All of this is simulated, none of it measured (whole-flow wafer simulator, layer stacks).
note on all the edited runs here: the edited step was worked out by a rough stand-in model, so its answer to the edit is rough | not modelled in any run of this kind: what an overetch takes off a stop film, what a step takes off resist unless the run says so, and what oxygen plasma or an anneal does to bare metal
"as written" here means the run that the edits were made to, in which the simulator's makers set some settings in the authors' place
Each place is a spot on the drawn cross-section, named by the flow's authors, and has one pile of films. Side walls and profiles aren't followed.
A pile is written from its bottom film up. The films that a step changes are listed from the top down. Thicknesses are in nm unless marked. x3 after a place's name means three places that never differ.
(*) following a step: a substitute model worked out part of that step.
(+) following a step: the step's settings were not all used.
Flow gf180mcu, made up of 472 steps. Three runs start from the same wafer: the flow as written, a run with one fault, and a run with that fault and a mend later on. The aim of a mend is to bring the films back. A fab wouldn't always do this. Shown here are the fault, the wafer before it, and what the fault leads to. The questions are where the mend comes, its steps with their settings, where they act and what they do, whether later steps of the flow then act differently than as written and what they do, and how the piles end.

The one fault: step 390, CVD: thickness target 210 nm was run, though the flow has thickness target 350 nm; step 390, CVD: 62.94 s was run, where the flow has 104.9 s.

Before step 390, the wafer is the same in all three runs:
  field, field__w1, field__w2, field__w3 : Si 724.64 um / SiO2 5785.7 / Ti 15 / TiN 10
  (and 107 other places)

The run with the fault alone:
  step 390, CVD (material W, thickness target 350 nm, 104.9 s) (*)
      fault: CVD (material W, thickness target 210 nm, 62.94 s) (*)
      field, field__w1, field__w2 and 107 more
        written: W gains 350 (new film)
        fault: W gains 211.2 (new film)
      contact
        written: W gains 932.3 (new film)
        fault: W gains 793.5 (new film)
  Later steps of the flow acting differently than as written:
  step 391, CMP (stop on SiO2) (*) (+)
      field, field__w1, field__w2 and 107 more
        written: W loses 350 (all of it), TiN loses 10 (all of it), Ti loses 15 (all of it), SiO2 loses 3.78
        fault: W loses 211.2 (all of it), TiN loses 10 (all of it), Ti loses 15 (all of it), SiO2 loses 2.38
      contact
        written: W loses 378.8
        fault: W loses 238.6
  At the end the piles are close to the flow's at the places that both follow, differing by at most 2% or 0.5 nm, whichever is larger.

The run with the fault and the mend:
  After step 390 comes the mend.
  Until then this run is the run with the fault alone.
  step 390a, CVD (material W, thickness target 140 nm, 41.96 s) (a further turn of the flow's step 390, with different settings)
      field, field__w1, field__w2 and 108 more
        W gains 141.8
  Every later step of the flow that is run acts as written, at every place that is followed, to within 2% or 0.5 nm, whichever is larger.
  At the end the piles are close to the flow's at the places that both follow, differing by at most 2% or 0.5 nm, whichever is larger.
